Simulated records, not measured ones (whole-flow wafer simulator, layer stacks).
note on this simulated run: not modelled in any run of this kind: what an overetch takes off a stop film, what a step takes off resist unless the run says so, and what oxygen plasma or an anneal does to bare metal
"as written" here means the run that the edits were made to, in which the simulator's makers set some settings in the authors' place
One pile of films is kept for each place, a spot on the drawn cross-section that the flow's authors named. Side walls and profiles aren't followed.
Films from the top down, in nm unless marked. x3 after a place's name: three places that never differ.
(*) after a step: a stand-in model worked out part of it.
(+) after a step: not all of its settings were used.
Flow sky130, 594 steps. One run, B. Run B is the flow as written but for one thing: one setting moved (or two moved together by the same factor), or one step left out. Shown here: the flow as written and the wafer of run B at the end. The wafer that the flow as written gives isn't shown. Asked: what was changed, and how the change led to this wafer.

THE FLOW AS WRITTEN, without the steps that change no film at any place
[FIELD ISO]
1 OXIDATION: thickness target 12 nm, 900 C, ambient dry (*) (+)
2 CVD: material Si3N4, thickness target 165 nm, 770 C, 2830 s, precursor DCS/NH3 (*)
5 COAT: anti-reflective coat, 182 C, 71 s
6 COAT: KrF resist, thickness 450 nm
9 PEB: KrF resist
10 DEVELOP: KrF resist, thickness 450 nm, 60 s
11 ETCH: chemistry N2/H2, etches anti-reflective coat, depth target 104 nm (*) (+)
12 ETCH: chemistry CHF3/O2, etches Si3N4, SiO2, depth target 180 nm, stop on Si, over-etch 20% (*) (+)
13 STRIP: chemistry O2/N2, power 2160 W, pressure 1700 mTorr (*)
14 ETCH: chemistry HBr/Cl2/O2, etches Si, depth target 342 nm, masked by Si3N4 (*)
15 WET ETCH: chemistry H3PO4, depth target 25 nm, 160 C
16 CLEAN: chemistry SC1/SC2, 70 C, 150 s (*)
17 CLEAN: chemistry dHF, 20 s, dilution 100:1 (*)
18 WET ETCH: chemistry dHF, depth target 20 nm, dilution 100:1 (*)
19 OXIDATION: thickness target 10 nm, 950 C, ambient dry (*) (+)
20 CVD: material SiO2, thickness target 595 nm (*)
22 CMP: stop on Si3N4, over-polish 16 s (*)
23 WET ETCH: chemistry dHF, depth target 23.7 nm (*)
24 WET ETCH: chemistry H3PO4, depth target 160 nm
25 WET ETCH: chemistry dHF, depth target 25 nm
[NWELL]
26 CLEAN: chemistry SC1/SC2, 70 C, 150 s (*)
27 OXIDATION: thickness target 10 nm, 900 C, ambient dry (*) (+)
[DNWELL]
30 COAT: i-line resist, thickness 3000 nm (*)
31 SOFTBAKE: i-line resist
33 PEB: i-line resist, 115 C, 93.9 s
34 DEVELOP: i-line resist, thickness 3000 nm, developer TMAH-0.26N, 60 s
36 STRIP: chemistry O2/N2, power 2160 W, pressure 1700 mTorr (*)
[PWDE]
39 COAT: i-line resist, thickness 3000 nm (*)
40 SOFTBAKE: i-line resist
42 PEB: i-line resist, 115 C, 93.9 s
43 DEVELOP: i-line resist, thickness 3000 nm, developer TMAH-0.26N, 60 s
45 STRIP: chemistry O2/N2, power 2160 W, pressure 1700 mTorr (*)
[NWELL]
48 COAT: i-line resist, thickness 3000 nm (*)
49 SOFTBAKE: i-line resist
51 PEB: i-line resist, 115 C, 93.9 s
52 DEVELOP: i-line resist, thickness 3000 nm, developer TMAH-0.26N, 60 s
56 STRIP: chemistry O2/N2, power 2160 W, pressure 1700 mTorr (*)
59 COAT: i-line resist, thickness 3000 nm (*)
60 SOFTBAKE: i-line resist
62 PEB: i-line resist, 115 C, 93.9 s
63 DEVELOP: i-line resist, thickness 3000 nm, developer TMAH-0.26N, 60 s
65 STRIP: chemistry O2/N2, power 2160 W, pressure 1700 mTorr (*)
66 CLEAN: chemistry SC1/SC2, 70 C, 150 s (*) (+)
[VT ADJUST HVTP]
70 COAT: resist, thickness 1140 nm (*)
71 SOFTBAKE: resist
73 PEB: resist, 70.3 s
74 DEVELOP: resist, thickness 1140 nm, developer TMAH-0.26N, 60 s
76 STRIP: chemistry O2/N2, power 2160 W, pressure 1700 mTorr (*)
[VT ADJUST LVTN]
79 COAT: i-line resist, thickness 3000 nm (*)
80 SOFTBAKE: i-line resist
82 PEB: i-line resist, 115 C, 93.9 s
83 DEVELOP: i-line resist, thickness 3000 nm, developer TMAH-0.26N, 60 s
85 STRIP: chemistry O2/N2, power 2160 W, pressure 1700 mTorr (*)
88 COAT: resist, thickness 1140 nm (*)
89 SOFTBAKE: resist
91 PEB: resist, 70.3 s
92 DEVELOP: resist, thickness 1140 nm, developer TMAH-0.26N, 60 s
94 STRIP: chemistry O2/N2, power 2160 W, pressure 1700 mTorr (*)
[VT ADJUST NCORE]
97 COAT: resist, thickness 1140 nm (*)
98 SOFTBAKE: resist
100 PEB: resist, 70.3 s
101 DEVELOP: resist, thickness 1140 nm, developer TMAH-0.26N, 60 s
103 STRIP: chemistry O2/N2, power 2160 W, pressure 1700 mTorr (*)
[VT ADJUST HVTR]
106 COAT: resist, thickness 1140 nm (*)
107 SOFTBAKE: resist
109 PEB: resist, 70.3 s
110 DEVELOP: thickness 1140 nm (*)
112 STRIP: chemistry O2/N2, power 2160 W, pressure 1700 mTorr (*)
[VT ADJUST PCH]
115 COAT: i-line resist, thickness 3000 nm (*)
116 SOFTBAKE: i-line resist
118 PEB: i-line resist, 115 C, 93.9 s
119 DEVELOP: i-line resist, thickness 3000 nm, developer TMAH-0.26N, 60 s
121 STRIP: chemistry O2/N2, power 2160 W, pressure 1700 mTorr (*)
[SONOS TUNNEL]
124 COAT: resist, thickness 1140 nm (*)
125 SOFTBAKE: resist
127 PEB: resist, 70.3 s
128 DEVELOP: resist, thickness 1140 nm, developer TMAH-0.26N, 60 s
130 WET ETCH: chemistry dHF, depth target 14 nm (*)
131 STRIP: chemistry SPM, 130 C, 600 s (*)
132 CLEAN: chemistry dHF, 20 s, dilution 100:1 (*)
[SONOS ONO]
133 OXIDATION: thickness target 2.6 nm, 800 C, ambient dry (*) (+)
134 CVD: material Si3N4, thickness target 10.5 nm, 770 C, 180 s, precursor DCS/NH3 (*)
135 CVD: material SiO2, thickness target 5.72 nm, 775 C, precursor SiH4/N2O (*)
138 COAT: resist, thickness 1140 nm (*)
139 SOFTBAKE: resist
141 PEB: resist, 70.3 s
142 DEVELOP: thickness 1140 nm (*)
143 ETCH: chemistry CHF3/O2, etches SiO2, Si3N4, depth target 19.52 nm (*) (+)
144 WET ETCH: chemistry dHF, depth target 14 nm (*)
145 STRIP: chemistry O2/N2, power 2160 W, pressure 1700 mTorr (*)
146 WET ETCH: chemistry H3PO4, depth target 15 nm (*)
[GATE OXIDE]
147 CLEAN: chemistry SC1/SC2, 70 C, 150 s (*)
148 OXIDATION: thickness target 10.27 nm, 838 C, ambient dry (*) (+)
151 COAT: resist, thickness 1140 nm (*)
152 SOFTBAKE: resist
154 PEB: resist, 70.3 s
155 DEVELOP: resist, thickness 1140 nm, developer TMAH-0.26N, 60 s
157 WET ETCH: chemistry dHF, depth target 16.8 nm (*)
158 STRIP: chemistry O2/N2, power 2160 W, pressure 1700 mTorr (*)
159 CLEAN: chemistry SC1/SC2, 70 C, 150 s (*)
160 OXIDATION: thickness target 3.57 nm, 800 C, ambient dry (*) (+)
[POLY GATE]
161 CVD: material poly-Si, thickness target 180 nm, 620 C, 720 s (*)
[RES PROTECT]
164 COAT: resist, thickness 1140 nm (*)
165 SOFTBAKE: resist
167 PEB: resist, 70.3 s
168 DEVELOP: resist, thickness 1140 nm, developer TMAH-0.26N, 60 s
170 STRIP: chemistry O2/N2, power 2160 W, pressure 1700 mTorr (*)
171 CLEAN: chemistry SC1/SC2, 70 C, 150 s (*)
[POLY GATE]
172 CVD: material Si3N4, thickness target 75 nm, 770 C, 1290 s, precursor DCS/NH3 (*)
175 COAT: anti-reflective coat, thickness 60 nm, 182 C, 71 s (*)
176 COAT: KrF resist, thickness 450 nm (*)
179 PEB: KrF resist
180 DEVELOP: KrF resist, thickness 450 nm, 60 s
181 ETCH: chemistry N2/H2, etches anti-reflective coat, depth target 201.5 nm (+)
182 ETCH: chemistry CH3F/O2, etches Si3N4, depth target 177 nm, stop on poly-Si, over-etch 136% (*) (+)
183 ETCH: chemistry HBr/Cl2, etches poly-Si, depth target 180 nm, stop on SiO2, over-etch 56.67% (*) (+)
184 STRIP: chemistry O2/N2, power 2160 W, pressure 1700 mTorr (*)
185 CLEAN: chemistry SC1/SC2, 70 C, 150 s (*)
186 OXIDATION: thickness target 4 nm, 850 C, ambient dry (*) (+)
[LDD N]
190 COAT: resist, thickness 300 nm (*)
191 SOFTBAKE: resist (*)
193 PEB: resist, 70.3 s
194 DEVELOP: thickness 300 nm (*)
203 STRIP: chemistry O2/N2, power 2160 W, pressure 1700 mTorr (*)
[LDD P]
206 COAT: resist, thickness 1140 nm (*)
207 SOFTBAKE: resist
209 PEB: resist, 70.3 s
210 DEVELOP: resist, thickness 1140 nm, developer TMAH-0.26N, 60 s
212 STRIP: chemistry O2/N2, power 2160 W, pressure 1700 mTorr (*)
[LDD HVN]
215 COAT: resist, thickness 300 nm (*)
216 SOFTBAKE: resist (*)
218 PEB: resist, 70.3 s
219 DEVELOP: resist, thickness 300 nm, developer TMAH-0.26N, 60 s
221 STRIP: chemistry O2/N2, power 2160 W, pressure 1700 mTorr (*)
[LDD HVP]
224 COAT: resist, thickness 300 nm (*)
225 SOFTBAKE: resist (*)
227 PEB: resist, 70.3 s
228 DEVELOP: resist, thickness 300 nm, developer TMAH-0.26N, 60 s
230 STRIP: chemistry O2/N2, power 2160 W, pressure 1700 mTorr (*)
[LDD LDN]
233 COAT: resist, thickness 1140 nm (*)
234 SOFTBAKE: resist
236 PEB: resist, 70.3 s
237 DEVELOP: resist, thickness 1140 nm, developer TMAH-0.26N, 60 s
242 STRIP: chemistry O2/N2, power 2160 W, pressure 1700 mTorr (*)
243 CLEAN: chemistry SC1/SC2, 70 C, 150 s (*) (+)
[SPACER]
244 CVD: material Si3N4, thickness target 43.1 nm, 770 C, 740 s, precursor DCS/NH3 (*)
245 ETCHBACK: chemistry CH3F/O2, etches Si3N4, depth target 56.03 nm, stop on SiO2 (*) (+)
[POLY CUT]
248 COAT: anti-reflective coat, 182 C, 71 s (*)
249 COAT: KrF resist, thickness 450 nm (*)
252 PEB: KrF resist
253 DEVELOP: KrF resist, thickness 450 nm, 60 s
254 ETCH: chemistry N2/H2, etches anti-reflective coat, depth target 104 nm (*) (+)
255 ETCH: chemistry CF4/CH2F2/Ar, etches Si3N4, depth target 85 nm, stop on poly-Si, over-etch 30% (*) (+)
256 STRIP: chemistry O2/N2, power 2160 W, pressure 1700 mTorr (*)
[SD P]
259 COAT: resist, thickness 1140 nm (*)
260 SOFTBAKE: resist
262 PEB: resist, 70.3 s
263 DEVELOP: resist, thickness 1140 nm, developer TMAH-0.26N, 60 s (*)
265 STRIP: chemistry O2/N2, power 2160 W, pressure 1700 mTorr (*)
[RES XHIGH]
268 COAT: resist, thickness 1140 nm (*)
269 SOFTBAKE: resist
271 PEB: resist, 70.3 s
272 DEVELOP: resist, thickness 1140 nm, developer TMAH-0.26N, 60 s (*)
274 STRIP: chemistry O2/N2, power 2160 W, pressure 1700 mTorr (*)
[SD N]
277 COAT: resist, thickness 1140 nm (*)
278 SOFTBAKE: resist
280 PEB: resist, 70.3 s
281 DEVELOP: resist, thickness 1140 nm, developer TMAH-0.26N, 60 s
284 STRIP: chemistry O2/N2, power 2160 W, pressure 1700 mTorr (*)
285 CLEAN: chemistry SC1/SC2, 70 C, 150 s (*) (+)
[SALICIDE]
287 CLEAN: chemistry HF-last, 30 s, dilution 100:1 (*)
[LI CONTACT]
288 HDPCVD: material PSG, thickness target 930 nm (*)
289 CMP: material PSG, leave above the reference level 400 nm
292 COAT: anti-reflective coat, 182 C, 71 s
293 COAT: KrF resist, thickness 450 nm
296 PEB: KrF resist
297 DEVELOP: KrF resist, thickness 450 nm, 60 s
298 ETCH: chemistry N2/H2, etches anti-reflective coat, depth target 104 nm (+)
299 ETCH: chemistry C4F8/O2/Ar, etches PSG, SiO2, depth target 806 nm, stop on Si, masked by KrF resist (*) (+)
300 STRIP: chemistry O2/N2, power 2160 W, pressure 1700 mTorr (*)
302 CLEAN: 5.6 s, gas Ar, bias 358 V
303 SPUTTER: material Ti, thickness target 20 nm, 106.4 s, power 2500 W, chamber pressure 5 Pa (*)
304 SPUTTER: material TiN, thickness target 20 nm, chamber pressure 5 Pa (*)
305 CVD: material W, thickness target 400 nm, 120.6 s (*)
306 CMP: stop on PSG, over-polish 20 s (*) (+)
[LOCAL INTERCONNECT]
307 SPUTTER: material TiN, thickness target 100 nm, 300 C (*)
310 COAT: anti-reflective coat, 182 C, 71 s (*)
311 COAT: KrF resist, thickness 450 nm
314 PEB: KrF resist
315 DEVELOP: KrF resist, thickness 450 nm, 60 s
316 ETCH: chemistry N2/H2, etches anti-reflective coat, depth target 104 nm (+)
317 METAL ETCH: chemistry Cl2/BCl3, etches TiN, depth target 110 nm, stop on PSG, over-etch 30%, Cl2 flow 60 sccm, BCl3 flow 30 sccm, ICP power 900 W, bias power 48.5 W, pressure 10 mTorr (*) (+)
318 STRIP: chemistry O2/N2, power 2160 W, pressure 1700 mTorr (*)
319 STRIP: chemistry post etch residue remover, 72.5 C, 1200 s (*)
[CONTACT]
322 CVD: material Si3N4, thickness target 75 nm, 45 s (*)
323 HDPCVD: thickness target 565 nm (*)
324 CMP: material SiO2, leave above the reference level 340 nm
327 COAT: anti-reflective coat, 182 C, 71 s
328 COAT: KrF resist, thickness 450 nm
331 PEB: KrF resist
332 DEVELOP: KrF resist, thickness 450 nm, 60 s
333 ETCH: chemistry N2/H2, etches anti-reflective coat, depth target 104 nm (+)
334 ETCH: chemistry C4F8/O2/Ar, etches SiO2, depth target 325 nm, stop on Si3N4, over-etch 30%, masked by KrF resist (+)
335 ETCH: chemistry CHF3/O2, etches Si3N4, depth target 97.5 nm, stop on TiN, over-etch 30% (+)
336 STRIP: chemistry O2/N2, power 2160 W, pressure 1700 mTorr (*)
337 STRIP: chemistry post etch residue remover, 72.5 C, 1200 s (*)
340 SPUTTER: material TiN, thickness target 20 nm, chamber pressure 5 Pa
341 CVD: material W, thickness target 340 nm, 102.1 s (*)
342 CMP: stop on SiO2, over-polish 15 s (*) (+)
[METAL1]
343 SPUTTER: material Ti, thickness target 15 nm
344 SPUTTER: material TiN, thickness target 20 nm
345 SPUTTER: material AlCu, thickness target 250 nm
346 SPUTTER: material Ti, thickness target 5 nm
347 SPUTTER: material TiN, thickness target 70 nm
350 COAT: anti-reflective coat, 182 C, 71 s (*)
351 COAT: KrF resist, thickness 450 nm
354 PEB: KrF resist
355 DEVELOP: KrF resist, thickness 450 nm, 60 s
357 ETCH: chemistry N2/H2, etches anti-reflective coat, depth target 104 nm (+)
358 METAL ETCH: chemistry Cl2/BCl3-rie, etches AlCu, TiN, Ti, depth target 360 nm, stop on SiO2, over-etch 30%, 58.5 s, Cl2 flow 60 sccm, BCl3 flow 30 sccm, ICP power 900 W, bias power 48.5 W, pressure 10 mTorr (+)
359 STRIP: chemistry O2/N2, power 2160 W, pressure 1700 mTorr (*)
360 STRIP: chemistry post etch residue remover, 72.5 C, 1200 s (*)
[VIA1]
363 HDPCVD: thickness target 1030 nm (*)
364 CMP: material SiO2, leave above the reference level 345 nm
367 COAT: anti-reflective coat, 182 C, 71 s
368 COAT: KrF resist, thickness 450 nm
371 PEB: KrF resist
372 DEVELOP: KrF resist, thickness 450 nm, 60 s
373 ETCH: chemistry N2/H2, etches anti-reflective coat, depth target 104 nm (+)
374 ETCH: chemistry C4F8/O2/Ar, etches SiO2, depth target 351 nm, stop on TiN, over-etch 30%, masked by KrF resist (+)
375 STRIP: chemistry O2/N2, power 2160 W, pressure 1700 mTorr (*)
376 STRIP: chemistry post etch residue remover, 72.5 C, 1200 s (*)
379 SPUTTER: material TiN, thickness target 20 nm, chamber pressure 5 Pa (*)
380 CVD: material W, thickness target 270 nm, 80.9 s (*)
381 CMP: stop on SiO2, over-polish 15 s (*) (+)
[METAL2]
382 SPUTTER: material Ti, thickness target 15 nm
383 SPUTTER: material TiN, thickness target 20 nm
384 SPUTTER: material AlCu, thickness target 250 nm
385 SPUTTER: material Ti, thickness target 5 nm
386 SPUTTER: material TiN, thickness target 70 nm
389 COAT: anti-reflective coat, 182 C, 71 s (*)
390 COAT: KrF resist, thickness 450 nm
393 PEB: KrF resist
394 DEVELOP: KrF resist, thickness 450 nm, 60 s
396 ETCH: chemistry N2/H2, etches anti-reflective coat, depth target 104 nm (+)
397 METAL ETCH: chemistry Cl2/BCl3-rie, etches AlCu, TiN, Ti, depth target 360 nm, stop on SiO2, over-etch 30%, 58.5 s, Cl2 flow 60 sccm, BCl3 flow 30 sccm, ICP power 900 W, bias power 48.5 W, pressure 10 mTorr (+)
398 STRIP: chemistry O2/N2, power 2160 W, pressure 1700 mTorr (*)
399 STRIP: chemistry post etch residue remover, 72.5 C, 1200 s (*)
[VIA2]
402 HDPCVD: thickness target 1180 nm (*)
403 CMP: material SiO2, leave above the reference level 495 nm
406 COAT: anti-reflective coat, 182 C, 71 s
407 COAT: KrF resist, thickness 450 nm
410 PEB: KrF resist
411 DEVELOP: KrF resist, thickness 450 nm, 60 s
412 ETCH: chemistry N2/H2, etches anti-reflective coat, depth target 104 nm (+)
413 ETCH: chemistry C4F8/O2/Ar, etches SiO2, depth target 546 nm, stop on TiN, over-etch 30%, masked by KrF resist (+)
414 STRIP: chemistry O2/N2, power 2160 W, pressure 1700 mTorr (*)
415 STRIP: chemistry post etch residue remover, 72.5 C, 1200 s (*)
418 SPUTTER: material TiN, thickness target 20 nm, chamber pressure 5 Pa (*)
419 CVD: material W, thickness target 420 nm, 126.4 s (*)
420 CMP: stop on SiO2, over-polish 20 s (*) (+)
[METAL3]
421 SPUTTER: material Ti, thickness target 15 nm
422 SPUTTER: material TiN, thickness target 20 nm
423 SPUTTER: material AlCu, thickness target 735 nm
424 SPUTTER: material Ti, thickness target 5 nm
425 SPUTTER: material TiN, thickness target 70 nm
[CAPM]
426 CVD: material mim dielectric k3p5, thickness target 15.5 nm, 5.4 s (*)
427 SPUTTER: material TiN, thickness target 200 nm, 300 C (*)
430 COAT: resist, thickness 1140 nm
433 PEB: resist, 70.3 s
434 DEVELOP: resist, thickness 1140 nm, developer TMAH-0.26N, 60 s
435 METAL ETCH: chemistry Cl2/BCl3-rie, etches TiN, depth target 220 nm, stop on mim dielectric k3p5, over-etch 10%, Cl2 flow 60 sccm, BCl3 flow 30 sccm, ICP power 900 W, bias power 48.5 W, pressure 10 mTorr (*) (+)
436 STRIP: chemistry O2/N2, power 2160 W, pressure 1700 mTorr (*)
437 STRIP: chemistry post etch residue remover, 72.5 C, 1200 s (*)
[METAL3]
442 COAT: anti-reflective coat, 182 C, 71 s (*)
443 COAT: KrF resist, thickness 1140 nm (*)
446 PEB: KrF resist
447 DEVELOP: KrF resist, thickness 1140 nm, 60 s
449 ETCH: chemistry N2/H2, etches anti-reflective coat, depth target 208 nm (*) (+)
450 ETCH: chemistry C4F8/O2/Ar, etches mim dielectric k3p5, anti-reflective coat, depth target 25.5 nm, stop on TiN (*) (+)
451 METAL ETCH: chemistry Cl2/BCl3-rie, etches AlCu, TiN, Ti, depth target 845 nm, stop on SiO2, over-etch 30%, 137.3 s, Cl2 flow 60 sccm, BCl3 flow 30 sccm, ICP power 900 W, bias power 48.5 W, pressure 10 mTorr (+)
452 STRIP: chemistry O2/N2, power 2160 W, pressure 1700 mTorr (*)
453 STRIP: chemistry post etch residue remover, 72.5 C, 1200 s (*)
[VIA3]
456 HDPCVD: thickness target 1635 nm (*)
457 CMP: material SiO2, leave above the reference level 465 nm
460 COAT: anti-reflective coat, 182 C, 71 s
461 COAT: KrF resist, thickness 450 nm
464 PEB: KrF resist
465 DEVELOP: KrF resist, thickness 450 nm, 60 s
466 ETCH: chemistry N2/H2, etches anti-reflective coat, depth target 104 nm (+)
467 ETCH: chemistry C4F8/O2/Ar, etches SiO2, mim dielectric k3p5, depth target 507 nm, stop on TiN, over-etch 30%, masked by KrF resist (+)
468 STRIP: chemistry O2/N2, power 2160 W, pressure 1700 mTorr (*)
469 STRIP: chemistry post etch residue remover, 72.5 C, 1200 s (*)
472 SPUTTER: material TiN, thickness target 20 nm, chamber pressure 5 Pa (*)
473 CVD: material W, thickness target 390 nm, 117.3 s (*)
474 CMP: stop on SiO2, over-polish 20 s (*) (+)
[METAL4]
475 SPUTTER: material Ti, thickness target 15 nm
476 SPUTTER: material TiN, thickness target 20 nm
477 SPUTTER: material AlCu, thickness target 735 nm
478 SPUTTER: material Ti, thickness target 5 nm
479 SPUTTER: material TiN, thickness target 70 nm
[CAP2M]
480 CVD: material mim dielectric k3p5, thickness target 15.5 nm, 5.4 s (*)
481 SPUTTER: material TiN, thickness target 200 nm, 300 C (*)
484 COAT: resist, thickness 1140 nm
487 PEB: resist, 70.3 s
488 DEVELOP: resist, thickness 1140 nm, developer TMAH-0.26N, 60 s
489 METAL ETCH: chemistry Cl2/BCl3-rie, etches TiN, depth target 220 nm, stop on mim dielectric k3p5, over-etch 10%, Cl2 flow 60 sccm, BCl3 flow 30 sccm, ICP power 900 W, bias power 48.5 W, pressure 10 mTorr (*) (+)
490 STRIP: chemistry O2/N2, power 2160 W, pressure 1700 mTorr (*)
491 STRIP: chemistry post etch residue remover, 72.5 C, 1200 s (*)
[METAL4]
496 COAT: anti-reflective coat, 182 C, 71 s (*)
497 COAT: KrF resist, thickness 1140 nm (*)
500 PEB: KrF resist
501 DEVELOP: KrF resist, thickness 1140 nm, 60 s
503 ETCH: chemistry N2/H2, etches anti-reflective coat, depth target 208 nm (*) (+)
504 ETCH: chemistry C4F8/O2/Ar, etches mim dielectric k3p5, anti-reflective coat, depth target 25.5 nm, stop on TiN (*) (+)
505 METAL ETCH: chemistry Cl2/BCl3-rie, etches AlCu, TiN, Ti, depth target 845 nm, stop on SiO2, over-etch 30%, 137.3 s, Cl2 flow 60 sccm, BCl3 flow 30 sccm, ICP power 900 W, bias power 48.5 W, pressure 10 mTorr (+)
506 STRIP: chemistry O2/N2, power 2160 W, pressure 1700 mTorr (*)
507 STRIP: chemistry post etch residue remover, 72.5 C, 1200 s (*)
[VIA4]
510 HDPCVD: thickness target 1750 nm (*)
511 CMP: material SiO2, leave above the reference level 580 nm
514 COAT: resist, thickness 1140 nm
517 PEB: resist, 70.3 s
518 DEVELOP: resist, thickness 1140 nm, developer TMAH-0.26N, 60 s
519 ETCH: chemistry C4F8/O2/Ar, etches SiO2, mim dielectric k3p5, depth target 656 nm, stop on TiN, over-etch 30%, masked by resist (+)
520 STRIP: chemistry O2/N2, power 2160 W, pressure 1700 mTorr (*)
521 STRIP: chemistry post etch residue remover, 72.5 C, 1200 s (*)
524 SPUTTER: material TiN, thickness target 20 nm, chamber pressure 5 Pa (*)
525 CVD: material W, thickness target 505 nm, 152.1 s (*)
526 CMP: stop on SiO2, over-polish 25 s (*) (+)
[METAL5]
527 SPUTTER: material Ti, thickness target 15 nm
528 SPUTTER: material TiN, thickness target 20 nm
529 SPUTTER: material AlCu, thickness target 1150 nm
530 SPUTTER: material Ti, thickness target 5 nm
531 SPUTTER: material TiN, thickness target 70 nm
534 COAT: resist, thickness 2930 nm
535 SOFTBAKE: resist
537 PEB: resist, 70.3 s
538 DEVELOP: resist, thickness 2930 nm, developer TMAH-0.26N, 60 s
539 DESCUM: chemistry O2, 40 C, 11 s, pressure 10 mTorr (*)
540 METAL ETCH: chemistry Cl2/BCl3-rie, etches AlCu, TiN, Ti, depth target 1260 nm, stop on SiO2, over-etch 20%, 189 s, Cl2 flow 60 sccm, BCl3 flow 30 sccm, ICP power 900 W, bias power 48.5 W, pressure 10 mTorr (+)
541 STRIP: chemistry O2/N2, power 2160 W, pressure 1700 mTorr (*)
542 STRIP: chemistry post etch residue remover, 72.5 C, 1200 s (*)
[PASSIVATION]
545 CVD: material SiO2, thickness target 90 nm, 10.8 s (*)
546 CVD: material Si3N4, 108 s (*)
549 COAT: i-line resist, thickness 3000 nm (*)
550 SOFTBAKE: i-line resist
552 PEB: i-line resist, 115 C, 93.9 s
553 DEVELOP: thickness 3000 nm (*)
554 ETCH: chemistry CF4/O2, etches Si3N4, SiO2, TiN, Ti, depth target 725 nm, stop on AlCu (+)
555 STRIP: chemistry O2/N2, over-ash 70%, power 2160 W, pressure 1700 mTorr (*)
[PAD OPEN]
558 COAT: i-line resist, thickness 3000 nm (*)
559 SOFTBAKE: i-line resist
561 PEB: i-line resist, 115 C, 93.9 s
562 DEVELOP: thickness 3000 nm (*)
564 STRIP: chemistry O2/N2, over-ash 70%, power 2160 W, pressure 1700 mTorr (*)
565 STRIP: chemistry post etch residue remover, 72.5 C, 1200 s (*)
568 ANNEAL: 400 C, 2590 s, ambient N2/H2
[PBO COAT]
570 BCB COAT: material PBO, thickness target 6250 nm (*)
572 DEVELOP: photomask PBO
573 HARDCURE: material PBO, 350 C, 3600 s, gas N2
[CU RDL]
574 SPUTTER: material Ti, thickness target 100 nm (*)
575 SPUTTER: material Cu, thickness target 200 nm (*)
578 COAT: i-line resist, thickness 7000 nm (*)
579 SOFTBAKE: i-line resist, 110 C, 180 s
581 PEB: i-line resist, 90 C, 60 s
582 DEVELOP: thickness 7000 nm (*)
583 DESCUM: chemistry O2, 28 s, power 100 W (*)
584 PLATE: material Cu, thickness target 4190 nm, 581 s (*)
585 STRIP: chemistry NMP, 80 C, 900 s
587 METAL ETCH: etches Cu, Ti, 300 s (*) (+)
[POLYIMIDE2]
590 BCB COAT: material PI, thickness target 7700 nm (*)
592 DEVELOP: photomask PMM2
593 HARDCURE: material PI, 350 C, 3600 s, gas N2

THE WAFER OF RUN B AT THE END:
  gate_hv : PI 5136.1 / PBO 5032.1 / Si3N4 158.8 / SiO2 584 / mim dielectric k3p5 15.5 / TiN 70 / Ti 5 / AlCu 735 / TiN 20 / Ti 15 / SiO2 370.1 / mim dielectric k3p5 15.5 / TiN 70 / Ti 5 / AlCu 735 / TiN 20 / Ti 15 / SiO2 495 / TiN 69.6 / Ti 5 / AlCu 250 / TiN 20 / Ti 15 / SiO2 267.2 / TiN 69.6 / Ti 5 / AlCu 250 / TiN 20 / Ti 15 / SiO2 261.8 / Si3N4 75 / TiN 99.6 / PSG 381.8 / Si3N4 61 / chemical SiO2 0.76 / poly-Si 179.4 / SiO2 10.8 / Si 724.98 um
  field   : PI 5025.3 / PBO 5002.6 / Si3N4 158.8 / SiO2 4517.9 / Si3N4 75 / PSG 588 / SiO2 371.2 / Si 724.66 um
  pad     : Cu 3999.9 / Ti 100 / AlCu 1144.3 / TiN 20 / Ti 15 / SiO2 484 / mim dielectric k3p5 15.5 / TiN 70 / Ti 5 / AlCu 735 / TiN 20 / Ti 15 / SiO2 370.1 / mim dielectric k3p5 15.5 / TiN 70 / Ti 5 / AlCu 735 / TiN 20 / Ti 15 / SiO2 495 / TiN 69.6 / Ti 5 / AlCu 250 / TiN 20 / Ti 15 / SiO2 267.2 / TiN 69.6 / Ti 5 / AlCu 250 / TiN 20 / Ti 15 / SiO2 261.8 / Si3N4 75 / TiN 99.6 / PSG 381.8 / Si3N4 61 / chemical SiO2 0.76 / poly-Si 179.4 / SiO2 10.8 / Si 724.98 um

The cause: step 403, CMP: leave above the reference level 574 nm was run, where the flow has leave above the reference level 495 nm.

How the change led to this, step by step:
  403 CMP: material SiO2, leave above the reference level 495 nm
      n_well, p_well, gate_hv and 101 more: SiO2 -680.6 (as written it would be: SiO2 -759.6)
      field, active, gate and 82 more: SiO2 -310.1 (as written it would be: SiO2 -389.1)
      (and at 2 more places)
  413 ETCH: chemistry C4F8/O2/Ar, etches SiO2, depth target 546 nm, stop on TiN, over-etch 30%, masked by KrF resist (+)
      m1: SiO2 -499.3 (all of it) (as written it would be: SiO2 -420.3 (all of it))
      via2_hole: SiO2 -498.8 (all of it) (as written it would be: SiO2 -419.8 (all of it))
  418 SPUTTER: material TiN, thickness target 20 nm, chamber pressure 5 Pa (*)
      m1, via2_hole: TiN +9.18 (as written it would be: TiN +10.2)
  419 CVD: material W, thickness target 420 nm, 126.4 s (*)
      m1: W +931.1 (new film) (as written it would be: W +851.1 (new film))
      via2_hole: W +930.7 (new film) (as written it would be: W +850.7 (new film))
